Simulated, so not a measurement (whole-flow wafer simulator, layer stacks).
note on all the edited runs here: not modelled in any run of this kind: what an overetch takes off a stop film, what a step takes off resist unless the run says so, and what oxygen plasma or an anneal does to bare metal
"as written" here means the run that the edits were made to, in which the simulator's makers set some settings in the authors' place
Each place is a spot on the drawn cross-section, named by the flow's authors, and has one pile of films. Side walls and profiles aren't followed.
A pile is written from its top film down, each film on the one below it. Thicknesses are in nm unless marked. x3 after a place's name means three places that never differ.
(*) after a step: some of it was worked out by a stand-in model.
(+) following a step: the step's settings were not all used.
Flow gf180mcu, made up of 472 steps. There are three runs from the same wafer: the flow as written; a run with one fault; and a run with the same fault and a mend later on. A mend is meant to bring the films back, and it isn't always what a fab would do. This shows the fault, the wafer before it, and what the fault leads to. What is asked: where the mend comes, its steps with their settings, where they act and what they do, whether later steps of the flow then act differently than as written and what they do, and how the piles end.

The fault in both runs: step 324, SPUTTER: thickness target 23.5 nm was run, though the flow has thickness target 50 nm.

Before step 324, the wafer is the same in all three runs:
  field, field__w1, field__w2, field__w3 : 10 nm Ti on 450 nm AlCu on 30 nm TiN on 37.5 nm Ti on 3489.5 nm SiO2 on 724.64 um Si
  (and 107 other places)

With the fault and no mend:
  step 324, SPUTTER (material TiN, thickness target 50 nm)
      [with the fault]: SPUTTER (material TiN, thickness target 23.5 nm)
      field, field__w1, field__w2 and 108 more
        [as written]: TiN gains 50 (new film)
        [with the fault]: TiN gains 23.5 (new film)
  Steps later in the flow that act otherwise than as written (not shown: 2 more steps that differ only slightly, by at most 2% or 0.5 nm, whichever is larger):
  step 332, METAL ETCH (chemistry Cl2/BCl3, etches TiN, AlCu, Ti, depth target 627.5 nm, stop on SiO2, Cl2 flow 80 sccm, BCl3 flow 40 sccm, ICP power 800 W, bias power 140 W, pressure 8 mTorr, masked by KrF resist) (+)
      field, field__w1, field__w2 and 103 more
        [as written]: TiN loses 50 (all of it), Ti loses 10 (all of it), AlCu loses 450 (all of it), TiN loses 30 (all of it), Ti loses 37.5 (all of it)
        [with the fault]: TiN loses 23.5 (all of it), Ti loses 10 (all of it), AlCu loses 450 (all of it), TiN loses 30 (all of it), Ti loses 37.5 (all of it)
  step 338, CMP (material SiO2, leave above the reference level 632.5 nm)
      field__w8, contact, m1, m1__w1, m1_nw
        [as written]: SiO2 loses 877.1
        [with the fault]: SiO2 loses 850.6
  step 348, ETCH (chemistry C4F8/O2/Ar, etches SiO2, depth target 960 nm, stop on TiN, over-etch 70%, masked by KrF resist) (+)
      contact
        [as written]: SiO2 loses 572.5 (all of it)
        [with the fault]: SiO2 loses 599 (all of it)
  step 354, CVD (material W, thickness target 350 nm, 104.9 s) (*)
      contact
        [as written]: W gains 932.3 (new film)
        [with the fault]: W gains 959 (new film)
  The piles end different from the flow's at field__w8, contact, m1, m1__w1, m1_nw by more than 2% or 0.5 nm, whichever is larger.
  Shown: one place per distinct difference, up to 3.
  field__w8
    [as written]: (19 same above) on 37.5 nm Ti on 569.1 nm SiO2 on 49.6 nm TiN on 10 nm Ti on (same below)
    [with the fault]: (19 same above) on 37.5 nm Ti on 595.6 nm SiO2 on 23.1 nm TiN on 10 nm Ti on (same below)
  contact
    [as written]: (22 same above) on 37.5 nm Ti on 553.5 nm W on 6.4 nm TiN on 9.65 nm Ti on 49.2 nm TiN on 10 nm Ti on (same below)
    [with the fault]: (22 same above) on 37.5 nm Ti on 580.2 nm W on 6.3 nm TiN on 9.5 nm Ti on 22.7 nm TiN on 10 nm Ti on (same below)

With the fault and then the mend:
  The mend follows step 324.
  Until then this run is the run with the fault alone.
  step 324a, SPUTTER (material TiN, thickness target 26.5 nm) (the flow's step 324 again, with other settings)
      field, field__w1, field__w2 and 108 more
        TiN gains 26.5
  Later steps of the flow that are run all act as written at every place that is followed.
  At every place that both follow, the piles at the end match the flow's.
